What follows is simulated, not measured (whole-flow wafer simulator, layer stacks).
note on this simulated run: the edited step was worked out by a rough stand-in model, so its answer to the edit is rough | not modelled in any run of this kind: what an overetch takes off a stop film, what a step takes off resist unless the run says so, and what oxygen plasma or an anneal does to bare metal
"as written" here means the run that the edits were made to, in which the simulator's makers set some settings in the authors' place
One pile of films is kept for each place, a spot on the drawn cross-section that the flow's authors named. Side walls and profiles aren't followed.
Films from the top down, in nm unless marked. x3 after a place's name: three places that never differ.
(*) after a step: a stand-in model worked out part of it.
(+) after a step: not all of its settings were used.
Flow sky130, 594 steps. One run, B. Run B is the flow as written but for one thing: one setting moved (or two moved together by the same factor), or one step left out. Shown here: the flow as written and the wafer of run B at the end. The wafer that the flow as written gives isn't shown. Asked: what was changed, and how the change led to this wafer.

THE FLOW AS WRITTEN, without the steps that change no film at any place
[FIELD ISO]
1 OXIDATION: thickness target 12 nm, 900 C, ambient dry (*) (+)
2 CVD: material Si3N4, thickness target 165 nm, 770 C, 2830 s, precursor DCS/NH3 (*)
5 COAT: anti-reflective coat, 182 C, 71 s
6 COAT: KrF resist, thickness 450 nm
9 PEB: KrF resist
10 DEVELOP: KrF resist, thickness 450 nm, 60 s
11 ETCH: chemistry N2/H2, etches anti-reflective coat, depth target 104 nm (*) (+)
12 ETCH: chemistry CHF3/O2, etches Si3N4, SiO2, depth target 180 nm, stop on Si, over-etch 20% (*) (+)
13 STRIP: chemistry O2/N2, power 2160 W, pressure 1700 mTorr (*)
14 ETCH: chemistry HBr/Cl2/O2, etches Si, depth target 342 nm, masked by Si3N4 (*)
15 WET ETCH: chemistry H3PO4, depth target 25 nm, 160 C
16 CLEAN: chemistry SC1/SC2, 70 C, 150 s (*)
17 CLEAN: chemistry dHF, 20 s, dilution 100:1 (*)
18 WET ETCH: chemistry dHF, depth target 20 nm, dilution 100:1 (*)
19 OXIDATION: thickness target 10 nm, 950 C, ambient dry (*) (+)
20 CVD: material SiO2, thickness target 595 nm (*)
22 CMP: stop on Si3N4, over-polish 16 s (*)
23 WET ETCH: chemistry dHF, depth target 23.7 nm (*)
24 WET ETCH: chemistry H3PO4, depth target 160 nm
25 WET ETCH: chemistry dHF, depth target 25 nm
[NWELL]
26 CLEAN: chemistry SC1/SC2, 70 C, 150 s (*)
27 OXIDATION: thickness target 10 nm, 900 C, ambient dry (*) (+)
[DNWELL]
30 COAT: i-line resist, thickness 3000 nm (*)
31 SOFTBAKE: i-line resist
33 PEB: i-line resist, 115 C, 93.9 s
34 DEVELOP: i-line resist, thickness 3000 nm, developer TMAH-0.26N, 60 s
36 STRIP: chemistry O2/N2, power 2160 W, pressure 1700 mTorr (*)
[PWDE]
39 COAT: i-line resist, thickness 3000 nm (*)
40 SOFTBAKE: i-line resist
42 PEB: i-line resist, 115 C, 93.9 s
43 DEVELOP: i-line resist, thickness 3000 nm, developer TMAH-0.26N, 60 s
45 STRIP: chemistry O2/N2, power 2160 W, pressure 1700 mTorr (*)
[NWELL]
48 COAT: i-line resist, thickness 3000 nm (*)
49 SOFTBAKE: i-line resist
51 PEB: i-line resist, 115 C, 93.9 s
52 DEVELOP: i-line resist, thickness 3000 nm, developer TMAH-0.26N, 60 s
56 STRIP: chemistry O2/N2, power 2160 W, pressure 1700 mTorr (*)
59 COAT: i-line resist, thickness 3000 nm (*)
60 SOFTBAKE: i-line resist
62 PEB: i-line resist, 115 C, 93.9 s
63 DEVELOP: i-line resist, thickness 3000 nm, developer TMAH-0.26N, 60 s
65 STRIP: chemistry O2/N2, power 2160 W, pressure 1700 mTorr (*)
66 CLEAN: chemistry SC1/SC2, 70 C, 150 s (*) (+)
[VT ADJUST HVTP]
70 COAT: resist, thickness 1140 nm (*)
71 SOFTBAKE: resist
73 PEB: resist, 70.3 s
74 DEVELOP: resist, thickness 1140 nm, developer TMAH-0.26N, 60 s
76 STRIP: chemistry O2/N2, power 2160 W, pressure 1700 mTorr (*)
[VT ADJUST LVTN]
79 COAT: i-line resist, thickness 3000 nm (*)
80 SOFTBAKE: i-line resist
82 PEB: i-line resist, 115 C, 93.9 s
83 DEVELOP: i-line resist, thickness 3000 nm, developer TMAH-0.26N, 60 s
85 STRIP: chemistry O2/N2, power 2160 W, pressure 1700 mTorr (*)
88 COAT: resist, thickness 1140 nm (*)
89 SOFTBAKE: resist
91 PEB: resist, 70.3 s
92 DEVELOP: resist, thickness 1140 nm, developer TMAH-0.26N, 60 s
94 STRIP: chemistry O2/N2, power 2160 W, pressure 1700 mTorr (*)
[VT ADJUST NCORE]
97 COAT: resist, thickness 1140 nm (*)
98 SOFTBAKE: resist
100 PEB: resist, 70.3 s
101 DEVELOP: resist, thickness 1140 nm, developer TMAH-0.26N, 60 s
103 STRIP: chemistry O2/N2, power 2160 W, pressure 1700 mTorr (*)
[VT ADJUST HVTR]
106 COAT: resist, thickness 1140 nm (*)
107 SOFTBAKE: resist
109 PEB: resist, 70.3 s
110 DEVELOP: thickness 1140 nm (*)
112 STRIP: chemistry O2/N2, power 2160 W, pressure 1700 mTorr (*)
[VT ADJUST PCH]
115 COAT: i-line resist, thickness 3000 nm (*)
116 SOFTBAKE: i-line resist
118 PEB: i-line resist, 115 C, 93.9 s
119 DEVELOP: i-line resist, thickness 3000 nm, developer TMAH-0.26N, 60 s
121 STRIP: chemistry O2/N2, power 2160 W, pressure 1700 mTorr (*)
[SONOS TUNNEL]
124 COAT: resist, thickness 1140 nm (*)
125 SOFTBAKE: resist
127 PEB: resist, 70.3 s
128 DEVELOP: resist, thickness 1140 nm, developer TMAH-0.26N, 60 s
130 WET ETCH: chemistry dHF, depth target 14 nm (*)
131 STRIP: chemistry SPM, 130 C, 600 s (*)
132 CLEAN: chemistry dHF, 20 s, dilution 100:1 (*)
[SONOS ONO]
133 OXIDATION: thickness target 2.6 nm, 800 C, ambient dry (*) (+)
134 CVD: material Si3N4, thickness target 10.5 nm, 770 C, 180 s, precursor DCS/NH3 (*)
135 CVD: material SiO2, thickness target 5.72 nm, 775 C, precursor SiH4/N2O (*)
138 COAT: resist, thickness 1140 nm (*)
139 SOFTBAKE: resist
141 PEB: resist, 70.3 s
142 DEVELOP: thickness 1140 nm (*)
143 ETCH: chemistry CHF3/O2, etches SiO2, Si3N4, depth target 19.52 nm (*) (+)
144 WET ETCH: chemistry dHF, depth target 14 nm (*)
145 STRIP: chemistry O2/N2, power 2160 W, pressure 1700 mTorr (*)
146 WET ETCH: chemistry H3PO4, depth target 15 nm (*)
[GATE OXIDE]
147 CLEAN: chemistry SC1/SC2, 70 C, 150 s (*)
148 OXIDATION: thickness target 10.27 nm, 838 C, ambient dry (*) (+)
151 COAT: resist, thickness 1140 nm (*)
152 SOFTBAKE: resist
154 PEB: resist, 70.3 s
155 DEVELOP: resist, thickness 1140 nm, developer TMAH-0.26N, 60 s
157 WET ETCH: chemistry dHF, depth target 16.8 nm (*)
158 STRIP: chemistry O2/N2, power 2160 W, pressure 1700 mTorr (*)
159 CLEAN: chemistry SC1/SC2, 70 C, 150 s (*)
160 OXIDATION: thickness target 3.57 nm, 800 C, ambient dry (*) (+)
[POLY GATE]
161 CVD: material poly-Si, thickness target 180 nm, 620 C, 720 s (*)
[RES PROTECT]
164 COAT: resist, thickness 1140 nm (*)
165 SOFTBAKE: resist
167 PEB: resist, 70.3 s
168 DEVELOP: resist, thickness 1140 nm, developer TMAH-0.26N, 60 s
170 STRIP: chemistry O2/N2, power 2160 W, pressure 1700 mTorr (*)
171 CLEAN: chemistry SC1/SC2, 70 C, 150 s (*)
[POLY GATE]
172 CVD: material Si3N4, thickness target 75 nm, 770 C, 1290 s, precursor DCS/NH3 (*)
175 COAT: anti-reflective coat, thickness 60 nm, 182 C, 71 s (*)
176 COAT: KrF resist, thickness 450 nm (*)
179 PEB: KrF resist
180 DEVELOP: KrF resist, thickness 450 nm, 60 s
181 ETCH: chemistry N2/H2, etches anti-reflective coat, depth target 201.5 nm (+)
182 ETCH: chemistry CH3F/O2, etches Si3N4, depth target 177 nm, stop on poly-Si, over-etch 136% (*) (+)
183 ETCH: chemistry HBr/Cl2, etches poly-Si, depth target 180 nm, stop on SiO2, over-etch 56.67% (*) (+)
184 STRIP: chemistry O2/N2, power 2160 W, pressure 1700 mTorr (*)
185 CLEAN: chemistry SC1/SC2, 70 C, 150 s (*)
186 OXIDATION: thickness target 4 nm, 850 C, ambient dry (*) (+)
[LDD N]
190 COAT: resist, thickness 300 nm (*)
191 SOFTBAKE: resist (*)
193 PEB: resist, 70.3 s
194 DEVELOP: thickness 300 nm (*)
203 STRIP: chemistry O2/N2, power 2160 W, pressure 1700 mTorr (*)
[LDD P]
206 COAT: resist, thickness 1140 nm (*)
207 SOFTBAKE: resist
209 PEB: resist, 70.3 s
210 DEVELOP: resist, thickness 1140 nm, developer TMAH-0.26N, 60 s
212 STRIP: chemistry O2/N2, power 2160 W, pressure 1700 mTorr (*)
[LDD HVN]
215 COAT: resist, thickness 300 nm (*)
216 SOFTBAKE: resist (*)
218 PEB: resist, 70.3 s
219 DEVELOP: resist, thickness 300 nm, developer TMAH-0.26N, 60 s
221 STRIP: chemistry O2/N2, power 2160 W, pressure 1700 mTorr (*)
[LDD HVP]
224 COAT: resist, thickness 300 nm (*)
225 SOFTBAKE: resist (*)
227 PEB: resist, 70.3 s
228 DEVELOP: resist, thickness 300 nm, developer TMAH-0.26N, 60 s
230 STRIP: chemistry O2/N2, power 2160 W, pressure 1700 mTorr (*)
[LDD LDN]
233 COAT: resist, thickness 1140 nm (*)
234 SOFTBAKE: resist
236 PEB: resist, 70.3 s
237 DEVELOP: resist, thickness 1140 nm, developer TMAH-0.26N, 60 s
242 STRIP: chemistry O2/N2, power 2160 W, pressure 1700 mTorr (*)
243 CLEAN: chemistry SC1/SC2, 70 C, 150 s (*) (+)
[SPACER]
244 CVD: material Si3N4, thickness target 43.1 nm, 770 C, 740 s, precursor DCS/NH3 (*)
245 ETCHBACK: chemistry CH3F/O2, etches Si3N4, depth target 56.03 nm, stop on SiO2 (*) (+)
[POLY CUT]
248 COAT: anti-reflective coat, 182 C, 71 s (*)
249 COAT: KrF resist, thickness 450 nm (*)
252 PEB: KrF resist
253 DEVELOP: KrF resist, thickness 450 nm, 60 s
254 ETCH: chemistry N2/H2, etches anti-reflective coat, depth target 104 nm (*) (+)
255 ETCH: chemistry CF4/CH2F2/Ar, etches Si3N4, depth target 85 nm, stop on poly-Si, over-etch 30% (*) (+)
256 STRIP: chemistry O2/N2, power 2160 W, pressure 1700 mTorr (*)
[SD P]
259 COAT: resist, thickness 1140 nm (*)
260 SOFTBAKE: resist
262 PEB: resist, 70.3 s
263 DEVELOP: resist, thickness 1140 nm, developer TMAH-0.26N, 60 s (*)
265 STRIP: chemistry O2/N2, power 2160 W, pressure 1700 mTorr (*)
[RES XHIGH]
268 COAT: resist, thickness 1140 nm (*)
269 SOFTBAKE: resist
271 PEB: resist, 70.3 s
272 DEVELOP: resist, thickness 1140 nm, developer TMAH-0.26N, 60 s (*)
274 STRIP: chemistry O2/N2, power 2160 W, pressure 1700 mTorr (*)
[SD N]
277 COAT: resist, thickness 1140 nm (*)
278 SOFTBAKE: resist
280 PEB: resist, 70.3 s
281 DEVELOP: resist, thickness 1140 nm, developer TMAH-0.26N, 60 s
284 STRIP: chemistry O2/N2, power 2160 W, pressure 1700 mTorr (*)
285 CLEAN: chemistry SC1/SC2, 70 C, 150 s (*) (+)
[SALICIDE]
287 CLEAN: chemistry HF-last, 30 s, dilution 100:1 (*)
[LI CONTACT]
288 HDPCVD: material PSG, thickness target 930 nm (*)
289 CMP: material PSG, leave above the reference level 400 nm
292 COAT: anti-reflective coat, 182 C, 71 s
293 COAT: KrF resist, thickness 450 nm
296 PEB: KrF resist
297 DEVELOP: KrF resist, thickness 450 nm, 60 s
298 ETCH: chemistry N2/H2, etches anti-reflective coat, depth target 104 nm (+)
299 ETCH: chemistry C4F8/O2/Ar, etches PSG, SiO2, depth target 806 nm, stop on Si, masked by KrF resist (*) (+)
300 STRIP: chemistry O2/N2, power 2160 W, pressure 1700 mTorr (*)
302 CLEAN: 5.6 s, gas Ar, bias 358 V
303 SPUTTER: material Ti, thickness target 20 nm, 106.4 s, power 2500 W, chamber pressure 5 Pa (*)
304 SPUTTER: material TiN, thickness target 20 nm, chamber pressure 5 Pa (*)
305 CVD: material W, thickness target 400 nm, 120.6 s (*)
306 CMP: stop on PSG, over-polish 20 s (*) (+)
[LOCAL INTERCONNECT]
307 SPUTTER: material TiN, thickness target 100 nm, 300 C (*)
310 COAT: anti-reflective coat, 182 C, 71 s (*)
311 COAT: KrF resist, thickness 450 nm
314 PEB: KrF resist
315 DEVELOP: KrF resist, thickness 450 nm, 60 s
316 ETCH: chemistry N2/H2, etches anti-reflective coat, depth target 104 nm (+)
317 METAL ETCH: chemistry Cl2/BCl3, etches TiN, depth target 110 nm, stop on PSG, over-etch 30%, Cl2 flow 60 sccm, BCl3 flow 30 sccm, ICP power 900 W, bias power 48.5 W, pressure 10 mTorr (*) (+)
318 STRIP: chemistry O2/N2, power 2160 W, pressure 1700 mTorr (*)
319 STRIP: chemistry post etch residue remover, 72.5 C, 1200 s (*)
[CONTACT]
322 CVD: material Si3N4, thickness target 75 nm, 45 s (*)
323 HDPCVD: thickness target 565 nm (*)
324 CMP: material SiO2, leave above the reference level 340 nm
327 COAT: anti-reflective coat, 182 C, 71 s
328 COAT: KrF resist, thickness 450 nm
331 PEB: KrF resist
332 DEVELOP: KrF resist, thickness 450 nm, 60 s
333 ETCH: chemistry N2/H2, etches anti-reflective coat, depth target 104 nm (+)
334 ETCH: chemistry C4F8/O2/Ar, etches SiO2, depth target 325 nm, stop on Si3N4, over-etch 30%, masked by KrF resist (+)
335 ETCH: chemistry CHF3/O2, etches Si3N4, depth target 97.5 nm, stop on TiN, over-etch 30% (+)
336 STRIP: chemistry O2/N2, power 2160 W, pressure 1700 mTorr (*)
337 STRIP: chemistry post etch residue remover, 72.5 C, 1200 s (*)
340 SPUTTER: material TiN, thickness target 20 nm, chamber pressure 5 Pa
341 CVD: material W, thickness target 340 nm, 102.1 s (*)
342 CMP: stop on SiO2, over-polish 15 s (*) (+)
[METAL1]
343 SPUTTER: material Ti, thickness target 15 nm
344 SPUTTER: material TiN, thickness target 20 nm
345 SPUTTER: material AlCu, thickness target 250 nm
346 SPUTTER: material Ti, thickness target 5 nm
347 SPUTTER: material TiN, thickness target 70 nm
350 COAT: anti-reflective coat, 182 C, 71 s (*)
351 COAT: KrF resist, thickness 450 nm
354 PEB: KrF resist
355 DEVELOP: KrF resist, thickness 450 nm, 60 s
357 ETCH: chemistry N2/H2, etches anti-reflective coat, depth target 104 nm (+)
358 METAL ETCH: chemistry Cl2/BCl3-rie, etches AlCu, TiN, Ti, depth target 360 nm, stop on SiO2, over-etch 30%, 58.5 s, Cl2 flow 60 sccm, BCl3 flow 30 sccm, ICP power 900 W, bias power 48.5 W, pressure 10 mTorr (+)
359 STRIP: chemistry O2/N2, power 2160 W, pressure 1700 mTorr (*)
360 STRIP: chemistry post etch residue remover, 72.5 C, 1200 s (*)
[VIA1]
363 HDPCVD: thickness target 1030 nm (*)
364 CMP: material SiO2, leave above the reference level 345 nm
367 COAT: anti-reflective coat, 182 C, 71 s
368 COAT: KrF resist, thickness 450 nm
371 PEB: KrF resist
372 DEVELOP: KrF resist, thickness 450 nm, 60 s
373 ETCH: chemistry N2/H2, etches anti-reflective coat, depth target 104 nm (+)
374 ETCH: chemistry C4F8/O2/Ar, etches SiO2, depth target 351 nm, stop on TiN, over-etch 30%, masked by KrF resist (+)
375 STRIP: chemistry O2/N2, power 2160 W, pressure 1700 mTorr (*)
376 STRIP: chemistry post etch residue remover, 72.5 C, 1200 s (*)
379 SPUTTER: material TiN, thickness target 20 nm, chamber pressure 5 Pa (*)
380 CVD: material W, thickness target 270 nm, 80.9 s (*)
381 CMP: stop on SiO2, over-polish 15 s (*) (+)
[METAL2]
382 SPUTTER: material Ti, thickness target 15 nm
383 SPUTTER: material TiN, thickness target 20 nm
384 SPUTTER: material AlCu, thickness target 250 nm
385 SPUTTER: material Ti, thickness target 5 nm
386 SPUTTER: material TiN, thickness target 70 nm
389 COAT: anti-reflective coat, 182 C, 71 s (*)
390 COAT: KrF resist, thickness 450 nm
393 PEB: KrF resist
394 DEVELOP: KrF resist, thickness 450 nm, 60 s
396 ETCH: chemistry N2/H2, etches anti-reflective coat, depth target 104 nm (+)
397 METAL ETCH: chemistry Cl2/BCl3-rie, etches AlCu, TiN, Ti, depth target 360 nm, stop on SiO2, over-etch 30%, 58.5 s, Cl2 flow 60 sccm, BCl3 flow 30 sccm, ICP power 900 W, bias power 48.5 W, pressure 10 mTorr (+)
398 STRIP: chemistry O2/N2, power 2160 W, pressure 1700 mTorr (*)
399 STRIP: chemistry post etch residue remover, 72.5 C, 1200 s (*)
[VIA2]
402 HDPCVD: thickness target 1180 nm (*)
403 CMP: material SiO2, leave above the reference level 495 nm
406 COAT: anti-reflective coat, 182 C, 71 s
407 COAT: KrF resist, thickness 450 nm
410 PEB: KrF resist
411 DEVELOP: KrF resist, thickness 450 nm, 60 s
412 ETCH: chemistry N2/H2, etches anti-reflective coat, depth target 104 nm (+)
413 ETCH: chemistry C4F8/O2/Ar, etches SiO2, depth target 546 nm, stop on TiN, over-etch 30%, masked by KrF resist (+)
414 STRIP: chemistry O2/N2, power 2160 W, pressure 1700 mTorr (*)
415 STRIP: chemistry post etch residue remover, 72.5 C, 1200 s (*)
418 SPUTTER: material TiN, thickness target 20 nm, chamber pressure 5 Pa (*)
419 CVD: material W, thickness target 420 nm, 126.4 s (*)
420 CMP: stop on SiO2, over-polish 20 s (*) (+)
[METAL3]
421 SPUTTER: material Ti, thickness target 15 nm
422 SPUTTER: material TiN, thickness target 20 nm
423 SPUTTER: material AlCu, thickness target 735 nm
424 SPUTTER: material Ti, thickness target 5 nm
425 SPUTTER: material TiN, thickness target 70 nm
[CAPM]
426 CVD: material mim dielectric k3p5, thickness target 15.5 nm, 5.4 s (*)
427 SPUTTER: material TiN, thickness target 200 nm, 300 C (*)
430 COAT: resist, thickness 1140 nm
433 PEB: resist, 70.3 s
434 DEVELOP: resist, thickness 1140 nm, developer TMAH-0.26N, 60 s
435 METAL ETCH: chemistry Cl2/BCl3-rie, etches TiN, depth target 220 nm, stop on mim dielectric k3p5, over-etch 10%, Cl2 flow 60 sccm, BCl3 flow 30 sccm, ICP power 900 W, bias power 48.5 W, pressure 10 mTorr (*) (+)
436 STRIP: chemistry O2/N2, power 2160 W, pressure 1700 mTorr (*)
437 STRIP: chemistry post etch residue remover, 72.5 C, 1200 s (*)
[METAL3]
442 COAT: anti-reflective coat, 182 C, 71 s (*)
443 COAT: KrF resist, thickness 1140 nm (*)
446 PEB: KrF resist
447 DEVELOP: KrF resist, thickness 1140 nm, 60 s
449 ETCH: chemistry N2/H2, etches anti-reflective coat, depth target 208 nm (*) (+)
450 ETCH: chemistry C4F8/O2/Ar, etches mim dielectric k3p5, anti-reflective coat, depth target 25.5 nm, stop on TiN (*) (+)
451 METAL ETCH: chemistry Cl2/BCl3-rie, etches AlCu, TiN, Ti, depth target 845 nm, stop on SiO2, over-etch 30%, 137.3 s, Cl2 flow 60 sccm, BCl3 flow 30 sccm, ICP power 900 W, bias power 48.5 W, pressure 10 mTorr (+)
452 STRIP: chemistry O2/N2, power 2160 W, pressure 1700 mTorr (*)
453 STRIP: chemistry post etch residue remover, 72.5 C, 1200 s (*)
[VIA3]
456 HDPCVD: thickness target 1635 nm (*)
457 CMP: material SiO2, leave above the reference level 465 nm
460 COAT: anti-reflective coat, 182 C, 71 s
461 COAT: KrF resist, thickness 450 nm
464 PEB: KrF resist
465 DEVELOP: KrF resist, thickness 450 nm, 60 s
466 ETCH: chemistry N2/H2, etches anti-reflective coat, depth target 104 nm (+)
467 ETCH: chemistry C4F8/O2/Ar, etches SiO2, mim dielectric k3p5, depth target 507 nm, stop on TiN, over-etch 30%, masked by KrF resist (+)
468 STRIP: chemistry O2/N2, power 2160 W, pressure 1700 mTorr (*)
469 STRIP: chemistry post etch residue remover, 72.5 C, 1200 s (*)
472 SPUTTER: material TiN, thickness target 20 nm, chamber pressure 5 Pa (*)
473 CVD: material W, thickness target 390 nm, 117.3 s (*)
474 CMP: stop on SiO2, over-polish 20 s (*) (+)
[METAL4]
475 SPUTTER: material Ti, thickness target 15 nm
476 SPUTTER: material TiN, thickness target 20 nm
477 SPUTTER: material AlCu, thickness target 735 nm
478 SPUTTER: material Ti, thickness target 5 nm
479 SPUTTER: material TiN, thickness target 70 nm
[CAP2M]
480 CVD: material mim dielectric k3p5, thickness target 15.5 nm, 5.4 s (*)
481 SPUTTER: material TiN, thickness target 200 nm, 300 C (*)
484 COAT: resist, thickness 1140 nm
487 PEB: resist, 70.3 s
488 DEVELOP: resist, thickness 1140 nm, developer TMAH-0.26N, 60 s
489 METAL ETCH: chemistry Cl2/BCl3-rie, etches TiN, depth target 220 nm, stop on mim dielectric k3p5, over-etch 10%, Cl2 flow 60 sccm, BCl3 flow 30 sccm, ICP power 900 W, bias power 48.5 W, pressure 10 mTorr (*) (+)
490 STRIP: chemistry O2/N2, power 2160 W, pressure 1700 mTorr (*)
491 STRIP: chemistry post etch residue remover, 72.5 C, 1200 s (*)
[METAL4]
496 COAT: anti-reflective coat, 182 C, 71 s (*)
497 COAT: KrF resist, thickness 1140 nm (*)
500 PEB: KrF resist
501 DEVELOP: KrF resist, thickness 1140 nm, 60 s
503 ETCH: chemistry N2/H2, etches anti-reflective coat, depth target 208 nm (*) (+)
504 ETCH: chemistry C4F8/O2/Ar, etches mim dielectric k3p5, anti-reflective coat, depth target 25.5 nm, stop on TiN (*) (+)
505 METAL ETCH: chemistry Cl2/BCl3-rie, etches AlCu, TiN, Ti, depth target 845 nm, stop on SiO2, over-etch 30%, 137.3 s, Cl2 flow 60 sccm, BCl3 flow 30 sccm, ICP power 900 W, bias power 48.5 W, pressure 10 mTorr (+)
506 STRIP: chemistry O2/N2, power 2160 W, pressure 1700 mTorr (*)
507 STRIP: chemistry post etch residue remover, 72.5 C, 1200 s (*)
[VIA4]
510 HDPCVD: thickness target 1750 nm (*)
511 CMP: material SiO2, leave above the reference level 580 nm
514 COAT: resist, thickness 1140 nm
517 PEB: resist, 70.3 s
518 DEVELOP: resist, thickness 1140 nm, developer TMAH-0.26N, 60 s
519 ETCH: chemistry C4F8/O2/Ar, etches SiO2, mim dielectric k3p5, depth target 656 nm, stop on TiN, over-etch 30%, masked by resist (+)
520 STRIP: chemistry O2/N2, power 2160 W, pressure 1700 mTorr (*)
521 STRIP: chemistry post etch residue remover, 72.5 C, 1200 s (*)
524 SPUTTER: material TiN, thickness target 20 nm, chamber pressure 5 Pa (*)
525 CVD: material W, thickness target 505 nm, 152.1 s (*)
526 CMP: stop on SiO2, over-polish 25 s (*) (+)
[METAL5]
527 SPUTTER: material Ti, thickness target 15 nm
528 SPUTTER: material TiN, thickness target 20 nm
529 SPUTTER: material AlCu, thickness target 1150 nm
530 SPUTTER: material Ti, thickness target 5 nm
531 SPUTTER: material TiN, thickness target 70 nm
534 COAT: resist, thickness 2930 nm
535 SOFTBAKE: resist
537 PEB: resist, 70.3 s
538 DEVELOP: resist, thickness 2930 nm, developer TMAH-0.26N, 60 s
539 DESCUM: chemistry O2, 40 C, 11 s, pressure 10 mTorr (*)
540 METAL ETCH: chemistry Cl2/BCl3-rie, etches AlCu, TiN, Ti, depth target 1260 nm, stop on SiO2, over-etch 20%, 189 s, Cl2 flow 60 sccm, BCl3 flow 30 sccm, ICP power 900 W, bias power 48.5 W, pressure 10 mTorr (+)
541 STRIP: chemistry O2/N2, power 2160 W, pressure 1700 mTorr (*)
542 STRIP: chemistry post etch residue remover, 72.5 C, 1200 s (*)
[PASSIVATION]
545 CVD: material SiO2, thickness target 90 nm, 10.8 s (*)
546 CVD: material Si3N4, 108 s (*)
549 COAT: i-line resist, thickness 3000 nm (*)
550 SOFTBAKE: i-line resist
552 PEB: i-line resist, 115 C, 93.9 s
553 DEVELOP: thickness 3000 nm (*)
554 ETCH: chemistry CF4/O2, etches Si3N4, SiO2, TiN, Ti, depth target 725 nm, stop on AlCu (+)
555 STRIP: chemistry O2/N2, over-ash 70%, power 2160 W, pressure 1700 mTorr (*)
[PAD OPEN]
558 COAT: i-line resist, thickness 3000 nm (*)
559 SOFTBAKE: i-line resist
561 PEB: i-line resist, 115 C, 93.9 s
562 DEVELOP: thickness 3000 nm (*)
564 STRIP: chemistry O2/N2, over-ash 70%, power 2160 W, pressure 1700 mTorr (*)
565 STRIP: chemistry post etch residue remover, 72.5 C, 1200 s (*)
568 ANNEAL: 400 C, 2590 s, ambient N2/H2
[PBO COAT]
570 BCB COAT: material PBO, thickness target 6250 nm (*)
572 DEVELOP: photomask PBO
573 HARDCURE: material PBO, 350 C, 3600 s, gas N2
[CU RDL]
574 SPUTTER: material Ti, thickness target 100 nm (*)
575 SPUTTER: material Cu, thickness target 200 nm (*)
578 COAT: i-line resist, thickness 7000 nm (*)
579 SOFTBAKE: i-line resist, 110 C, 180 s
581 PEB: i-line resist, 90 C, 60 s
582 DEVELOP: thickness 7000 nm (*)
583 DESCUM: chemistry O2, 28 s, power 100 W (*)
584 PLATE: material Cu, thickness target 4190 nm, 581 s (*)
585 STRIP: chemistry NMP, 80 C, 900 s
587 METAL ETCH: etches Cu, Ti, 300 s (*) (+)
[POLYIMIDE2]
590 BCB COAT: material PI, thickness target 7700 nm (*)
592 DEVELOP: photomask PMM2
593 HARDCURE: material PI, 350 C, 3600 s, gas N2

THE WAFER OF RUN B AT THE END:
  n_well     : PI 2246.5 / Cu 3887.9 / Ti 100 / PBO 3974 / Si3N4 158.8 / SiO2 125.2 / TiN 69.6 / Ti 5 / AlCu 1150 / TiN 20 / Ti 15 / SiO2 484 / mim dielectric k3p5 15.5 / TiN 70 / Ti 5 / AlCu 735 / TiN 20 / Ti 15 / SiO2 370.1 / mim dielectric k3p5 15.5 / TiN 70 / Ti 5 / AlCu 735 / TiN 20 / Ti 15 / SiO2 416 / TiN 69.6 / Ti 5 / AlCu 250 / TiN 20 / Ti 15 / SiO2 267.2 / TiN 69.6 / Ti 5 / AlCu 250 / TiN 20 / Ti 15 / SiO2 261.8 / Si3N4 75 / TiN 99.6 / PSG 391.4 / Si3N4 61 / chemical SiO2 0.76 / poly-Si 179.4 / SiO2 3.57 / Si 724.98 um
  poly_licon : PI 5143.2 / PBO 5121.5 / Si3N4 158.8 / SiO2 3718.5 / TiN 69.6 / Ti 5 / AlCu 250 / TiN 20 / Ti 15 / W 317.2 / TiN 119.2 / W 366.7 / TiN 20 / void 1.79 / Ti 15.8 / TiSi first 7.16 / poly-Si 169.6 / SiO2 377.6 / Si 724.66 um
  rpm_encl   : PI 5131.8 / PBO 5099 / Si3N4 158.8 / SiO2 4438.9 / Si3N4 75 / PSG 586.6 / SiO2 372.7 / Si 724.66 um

The cause: step 575, SPUTTER: thickness target 88 nm was run, where the flow has thickness target 200 nm.

How the change led to this, step by step:
  575 SPUTTER: material Cu, thickness target 200 nm (*)
      field, active, n_well and 190 more: Cu +88 (new film) (as written it would be: Cu +200 (new film))
  587 METAL ETCH: etches Cu, Ti, 300 s (*) (+)
      field, active, gate and 167 more: Cu -88 (all of it), Ti -100 (all of it) (as written it would be: Cu -200 (all of it), Ti -100 (all of it))
  590 BCB COAT: material PI, thickness target 7700 nm (*)
      n_well, p_well, sd_n, sd_p: PI +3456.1 (new film) (as written it would be: PI +3344.1 (new film))
      mim: PI +3777.4 (new film) (as written it would be: PI +3670.5 (new film))
      (and at 14 more places)
  593 HARDCURE: material PI, 350 C, 3600 s, gas N2
      n_well, p_well, sd_n, sd_p: PI -1209.6 (as written it would be: PI -1170.4)
